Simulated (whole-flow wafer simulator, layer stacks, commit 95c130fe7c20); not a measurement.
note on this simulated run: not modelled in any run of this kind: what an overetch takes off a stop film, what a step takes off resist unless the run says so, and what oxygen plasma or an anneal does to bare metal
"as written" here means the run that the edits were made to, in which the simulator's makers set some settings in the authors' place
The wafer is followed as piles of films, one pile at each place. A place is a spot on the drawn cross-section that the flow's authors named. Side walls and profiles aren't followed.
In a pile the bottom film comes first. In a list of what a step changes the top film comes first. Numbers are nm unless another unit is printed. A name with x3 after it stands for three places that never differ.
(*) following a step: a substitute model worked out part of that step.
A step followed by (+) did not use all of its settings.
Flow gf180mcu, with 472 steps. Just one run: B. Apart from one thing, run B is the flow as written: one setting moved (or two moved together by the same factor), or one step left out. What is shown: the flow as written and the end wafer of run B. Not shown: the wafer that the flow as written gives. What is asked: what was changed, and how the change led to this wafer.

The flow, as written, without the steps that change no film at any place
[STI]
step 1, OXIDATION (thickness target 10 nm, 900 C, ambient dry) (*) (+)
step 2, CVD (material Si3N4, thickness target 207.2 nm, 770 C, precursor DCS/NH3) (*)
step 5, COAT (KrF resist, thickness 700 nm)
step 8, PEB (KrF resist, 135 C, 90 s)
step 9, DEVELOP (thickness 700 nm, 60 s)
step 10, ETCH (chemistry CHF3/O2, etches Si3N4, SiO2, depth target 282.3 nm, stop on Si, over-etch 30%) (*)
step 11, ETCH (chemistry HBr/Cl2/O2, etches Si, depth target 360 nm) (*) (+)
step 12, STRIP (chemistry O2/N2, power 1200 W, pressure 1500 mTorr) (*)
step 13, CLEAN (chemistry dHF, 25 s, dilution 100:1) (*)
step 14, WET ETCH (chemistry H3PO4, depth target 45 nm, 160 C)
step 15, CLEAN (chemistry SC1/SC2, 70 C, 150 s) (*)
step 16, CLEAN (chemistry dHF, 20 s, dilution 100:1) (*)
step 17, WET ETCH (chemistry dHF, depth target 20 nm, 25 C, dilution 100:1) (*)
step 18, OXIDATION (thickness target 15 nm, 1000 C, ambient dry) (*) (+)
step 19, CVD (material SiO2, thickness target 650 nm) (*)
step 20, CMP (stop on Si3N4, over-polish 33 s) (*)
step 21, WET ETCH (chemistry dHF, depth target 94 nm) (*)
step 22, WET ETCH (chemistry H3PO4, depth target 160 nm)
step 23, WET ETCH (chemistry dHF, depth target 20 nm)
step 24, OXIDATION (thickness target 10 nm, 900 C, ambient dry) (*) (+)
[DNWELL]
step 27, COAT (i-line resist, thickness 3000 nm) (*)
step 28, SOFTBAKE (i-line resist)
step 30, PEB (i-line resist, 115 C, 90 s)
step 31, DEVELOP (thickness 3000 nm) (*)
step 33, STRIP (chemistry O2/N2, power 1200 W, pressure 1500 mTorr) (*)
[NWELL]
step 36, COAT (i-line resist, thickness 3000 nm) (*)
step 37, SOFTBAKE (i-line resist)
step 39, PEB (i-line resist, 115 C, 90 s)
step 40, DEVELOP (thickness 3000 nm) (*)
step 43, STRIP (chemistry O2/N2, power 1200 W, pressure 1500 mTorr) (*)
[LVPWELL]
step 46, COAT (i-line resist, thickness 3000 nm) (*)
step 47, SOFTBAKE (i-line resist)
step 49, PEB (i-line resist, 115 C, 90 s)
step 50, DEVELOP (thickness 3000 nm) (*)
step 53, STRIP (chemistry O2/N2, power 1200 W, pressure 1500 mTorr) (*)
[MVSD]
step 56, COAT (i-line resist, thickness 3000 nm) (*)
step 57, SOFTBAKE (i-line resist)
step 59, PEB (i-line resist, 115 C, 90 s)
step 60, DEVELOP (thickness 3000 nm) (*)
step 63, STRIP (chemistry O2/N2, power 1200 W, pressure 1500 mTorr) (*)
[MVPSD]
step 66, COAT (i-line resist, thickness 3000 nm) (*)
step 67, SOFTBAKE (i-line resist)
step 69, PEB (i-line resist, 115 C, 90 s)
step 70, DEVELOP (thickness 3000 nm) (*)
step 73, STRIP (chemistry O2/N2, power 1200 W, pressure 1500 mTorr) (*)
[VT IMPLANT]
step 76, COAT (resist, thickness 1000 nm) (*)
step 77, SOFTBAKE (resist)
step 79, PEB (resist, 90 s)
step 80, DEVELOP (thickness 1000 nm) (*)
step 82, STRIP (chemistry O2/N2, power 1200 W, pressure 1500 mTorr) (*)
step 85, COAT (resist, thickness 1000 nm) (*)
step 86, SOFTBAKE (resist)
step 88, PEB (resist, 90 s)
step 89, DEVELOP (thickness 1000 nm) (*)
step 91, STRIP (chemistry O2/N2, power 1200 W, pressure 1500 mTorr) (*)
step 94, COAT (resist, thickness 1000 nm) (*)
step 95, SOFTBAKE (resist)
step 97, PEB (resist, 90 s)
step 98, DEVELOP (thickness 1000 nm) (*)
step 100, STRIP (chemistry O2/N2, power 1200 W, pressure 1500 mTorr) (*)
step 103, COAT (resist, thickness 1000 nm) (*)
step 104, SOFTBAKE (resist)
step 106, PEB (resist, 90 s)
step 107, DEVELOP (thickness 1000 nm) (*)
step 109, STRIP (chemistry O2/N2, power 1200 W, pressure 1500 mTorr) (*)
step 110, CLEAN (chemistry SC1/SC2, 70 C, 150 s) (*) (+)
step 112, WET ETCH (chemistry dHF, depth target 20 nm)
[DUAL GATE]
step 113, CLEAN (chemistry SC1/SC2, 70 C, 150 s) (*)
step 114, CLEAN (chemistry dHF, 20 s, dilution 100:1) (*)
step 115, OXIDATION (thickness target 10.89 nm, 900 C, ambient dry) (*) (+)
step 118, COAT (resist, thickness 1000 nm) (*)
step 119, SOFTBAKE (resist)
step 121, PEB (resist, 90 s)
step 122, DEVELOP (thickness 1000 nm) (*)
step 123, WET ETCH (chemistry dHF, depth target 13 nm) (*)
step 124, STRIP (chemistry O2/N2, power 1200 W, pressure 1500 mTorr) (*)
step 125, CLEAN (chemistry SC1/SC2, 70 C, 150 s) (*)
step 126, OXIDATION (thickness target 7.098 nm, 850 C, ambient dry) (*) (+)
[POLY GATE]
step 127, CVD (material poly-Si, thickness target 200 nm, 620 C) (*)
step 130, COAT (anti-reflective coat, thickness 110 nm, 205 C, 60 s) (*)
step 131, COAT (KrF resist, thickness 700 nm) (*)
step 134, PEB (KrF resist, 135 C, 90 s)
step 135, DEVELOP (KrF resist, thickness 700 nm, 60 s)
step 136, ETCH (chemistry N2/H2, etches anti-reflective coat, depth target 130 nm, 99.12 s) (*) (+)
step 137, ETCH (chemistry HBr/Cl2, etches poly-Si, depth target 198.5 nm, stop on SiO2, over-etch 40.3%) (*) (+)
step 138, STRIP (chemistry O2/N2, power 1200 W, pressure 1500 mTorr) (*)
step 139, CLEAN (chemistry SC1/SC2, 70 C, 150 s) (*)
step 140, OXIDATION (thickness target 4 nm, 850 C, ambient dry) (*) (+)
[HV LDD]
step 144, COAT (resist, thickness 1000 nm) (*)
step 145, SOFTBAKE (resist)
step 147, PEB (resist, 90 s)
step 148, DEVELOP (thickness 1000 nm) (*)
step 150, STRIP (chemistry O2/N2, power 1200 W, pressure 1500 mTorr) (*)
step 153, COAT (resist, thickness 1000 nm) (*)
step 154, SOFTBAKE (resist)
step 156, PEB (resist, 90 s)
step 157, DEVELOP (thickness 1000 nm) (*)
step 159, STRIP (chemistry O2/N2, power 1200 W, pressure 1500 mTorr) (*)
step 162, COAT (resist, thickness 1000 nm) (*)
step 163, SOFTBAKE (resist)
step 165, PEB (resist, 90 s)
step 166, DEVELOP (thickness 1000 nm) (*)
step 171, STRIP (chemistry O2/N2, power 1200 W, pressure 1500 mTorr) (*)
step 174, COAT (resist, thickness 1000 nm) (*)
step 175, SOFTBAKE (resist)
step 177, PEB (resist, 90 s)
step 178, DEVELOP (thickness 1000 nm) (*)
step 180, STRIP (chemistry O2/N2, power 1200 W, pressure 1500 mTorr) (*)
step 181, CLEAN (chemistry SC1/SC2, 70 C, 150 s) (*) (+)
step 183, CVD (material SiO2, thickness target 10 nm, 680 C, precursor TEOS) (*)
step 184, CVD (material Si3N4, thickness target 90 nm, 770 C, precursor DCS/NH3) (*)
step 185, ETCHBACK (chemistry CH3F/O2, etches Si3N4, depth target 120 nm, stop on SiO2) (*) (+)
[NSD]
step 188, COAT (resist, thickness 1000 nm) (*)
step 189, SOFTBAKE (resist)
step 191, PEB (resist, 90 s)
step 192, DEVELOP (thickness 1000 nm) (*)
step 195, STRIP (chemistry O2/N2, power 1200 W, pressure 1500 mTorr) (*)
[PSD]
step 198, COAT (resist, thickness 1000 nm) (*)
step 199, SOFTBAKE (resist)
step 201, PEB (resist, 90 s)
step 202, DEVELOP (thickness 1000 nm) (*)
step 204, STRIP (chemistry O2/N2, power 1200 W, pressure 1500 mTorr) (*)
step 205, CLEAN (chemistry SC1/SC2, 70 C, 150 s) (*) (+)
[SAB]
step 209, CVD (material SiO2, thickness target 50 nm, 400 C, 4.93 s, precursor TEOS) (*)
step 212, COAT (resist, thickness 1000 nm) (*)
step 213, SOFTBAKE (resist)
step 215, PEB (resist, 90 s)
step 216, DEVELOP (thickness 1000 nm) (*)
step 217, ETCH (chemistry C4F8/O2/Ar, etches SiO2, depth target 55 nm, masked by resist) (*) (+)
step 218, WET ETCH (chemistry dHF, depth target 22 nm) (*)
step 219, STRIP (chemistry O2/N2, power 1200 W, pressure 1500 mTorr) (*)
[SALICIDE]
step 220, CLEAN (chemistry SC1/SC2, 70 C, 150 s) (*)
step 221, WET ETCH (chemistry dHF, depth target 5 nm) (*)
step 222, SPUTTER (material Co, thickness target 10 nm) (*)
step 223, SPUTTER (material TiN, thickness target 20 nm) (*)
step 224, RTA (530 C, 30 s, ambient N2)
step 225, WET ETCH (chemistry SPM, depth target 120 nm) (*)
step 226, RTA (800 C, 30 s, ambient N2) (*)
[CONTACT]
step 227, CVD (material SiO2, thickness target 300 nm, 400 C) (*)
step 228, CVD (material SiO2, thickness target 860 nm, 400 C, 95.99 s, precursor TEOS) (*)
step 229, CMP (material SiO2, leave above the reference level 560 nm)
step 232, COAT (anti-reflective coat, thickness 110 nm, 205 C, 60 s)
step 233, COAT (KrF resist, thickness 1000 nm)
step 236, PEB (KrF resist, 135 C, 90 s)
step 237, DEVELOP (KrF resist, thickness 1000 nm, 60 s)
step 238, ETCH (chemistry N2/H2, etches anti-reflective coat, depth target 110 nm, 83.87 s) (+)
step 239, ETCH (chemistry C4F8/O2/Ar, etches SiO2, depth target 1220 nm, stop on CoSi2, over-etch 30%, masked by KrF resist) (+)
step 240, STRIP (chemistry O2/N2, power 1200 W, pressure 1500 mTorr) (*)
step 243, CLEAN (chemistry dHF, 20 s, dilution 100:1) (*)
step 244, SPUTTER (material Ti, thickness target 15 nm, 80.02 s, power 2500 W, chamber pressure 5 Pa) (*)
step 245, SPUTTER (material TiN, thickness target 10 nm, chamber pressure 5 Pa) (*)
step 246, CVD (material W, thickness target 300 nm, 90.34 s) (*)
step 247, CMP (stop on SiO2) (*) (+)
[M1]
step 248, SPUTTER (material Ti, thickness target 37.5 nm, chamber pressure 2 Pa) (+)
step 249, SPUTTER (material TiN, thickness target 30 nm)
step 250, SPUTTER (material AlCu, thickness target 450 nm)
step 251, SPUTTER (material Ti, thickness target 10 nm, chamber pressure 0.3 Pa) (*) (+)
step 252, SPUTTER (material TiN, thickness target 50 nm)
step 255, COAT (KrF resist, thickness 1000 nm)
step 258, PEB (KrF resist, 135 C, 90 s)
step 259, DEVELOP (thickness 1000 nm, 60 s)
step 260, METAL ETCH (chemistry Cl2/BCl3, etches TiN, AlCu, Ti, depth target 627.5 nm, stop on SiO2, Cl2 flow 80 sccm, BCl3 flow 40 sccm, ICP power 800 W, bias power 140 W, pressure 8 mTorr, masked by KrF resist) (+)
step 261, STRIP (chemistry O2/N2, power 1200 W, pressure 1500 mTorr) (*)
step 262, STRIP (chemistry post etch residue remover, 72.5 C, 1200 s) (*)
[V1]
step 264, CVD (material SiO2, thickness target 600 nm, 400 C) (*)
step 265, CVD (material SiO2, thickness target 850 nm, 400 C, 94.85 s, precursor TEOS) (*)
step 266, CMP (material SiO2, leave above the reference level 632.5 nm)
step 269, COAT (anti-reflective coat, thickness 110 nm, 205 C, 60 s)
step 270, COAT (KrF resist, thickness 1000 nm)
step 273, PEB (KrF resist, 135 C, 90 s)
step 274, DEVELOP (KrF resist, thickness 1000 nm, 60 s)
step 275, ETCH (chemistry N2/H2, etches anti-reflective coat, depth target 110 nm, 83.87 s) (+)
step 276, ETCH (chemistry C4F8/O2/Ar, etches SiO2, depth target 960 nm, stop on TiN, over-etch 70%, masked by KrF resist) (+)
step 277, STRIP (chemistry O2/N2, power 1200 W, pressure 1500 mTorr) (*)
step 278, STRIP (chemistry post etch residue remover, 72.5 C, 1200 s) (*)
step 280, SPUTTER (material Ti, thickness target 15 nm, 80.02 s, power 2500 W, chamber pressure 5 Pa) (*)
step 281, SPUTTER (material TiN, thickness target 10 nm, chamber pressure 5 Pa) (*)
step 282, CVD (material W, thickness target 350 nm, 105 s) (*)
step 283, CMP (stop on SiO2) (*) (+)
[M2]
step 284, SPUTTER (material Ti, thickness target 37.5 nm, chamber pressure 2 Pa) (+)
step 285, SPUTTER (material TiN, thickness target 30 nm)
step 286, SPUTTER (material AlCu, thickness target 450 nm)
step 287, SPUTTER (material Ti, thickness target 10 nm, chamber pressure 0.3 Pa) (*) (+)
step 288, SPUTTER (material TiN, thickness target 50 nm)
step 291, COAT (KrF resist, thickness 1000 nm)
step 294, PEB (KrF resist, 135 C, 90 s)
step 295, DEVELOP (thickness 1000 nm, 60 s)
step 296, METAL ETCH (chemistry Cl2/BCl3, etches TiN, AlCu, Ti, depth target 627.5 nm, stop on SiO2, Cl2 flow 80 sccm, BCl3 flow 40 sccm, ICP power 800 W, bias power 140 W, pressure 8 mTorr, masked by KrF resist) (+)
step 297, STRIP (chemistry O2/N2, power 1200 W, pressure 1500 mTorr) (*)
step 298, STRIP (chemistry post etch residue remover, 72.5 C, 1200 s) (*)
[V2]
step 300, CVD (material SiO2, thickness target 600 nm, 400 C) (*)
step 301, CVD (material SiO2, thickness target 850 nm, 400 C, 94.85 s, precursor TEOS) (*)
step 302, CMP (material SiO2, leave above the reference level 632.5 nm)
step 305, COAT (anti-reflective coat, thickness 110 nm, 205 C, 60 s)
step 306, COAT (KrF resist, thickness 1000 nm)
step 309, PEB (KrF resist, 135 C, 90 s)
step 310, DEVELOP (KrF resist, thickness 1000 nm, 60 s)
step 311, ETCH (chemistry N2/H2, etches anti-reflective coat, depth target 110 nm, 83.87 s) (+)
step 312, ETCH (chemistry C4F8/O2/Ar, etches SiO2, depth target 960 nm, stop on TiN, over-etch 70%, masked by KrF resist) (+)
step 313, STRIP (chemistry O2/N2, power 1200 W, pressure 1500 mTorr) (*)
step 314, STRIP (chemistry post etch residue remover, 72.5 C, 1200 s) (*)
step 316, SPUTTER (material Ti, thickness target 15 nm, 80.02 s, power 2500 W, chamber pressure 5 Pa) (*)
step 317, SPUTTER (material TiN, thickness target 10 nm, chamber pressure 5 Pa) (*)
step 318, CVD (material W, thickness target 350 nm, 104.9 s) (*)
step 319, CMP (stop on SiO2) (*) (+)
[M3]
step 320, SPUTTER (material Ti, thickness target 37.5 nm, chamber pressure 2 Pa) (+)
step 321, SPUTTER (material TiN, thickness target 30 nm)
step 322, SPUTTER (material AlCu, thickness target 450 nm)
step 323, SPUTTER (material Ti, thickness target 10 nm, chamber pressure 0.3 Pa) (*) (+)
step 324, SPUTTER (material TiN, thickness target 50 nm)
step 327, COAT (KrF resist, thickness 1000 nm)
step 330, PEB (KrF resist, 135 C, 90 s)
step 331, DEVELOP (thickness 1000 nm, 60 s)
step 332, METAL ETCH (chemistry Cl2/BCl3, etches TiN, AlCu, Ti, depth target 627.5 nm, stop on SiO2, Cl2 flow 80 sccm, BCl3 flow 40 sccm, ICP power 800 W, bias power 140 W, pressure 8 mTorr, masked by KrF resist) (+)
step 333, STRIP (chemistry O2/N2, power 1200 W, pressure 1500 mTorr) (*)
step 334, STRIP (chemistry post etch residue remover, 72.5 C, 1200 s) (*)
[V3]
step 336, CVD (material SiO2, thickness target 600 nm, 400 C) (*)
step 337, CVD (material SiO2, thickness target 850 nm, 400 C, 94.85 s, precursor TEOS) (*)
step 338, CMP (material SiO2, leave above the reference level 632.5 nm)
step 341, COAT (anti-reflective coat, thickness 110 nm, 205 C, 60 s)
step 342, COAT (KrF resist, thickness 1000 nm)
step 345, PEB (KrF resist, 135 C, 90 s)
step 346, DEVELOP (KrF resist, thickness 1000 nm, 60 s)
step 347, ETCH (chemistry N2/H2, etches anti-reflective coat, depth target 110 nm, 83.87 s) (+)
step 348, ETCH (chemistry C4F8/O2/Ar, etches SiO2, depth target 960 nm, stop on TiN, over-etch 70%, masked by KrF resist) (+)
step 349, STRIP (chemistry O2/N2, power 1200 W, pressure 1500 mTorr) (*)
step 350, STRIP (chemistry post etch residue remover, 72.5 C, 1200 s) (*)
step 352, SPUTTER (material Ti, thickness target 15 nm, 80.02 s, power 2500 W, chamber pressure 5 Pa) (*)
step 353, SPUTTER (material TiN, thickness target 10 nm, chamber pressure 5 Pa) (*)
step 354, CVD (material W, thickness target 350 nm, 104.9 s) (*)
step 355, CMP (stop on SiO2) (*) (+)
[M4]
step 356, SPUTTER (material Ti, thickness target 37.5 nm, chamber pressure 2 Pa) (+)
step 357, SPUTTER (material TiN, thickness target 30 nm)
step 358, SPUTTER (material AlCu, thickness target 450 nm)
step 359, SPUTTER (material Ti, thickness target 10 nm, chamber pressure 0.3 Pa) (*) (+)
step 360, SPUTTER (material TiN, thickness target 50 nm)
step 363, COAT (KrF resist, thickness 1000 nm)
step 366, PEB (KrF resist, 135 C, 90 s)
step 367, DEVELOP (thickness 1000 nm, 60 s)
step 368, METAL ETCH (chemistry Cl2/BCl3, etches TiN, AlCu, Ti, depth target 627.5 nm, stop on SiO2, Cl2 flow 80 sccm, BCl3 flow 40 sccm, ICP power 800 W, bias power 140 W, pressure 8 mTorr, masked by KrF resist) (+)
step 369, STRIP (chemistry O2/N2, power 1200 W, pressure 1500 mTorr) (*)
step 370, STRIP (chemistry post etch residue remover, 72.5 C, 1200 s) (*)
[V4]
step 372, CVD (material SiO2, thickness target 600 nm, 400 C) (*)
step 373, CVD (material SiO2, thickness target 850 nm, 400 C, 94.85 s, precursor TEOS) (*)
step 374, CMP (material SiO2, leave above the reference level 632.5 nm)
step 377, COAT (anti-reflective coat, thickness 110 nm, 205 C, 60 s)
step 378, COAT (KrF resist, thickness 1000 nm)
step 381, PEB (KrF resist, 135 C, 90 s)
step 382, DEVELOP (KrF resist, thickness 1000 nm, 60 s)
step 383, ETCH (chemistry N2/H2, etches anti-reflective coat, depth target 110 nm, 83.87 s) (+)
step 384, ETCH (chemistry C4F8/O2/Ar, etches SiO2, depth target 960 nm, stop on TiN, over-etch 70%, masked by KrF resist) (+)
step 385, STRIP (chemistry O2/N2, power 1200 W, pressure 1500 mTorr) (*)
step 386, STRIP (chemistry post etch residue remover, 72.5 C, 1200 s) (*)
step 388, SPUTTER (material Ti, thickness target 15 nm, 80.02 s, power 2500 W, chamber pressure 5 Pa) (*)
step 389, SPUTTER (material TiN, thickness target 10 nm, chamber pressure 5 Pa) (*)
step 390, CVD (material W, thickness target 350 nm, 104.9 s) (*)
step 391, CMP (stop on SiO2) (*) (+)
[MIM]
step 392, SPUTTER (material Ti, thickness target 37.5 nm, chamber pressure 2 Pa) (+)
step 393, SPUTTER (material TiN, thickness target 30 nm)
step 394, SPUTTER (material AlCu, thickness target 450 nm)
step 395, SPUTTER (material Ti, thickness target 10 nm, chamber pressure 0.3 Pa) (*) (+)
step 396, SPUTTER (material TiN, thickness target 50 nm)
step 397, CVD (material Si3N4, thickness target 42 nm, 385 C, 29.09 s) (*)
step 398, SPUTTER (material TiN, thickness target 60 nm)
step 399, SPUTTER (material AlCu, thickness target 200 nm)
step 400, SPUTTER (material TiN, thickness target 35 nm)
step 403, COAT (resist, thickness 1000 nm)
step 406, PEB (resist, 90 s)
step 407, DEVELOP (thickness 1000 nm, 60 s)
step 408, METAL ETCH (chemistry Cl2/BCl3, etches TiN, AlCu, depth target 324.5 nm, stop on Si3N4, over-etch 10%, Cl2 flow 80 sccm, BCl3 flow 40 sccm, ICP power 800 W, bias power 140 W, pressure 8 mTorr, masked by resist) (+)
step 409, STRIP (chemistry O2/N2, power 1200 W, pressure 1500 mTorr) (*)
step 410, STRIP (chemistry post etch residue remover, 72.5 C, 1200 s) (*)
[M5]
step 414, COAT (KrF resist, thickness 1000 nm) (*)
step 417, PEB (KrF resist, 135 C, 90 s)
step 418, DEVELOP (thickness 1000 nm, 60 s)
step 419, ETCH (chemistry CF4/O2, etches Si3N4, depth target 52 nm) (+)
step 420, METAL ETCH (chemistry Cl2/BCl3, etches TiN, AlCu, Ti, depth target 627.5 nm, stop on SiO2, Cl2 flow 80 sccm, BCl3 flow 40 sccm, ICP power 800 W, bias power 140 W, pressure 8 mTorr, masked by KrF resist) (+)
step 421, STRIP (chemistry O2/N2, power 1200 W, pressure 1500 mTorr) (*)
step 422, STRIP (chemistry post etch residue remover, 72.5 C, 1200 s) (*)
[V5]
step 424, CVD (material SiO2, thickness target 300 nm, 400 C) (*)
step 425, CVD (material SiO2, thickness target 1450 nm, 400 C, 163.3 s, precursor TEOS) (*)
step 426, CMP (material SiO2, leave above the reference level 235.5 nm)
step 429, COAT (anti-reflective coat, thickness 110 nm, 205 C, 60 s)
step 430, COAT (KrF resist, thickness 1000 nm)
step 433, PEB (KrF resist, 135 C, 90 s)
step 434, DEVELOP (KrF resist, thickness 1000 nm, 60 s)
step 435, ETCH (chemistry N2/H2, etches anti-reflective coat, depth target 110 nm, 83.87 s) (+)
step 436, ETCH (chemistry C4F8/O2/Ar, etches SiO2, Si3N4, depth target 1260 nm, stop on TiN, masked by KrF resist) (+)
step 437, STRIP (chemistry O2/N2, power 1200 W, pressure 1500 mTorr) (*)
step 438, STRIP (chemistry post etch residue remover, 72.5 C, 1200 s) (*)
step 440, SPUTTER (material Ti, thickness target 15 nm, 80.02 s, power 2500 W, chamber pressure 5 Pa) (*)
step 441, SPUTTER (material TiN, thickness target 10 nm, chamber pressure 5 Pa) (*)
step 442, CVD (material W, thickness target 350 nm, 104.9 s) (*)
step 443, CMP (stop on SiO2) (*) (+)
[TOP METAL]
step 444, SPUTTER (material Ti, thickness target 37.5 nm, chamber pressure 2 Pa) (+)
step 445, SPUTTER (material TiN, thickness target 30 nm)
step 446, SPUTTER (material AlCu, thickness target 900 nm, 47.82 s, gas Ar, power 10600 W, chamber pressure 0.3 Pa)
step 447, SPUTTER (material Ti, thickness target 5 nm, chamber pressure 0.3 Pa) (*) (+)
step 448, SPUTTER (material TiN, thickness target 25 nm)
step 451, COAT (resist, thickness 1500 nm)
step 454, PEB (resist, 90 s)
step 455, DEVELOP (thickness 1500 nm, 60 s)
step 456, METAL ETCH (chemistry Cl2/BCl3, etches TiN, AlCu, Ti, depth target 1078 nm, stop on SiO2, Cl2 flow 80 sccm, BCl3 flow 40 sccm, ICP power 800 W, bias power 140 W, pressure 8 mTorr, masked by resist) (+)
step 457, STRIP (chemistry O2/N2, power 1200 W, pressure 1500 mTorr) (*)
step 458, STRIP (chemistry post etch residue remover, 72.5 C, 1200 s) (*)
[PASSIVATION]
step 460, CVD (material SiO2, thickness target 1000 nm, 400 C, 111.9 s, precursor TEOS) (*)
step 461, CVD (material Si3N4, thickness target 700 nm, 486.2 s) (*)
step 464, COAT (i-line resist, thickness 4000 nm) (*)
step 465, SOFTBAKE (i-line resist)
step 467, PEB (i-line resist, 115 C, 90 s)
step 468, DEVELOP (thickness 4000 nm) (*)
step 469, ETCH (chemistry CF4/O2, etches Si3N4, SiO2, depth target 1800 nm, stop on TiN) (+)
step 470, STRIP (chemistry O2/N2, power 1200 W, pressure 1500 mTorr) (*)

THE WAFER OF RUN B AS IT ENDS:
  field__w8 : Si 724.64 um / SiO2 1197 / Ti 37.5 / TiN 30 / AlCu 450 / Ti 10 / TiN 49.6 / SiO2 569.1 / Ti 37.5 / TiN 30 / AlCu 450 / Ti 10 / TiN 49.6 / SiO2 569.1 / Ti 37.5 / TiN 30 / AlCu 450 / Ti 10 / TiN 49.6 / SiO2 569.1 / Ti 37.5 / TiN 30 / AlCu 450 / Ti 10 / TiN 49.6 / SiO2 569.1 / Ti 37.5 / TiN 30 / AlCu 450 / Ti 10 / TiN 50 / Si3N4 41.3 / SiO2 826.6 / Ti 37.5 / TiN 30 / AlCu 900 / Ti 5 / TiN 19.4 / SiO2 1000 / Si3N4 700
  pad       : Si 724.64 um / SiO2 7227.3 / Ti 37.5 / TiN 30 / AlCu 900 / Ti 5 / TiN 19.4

Cause: step 448, SPUTTER: thickness target 19.8 nm was run, while the flow as written has thickness target 25 nm.

The path from the change to this, step by step:
  step 448, SPUTTER (material TiN, thickness target 25 nm)
      field, field__w1, field__w2 and 109 more: +19.8 TiN (new film) (as written it would have been: +25 TiN (new film))
  step 456, METAL ETCH (chemistry Cl2/BCl3, etches TiN, AlCu, Ti, depth target 1078 nm, stop on SiO2, Cl2 flow 80 sccm, BCl3 flow 40 sccm, ICP power 800 W, bias power 140 W, pressure 8 mTorr, masked by resist) (+)
      field, field__w1, field__w2 and 103 more: -19.8 TiN (all of it), -5 Ti (all of it), -900 AlCu (all of it), -30 TiN (all of it), -37.5 Ti (all of it) (as written it would have been: -25 TiN (all of it), -5 Ti (all of it), -900 AlCu (all of it), -30 TiN (all of it), -37.5 Ti (all of it))
